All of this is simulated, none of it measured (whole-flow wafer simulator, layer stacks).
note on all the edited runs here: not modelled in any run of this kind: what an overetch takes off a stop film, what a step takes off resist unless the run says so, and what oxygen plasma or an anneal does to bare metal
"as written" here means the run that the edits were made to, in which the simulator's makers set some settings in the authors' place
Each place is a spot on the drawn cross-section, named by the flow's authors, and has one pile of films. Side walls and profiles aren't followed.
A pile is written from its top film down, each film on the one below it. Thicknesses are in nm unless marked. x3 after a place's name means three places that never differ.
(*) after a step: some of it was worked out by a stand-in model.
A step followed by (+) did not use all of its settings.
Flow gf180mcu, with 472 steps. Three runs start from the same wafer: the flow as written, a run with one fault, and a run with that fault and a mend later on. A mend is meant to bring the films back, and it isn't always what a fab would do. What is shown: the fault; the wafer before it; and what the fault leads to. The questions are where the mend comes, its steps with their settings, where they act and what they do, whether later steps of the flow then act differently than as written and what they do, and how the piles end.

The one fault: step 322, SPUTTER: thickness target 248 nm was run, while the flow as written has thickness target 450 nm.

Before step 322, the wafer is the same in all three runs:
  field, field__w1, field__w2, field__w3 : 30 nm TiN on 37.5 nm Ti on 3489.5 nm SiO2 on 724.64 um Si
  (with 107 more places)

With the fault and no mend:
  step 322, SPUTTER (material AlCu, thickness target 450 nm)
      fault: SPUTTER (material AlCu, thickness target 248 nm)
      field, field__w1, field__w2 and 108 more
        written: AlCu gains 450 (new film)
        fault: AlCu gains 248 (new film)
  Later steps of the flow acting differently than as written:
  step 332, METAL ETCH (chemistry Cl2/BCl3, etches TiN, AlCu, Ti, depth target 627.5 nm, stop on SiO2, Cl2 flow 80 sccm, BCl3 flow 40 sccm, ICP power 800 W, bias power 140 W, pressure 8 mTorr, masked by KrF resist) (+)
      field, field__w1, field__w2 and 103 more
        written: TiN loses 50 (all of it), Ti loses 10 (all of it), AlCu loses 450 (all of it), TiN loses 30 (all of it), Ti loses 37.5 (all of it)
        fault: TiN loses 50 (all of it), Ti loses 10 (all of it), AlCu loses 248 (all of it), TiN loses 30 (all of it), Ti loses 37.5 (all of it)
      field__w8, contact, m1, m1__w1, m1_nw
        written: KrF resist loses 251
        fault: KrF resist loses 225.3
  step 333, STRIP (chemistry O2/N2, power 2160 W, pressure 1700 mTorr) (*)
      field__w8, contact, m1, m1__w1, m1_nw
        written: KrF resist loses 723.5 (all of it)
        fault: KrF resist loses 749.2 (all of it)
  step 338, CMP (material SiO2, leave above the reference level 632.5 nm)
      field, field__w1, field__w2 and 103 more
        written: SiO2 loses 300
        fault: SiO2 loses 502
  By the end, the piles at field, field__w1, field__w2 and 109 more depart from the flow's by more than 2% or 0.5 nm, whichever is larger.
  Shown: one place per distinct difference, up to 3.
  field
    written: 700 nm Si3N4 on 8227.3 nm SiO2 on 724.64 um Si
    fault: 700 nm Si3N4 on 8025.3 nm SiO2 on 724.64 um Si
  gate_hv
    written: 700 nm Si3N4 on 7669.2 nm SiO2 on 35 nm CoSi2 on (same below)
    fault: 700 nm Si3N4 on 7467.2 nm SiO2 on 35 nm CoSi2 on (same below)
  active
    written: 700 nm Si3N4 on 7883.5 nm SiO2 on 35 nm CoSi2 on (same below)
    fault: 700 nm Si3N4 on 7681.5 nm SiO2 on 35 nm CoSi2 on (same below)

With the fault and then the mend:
  The mend stands after step 322.
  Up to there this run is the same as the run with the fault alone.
  step 322a, SPUTTER (material AlCu, thickness target 202 nm) (the flow's step 322 again, with other settings)
      field, field__w1, field__w2 and 108 more
        AlCu gains 202
  Later steps of the flow that are run all act as written at every place that is followed.
  The piles end the same as the flow's at every place that both follow.
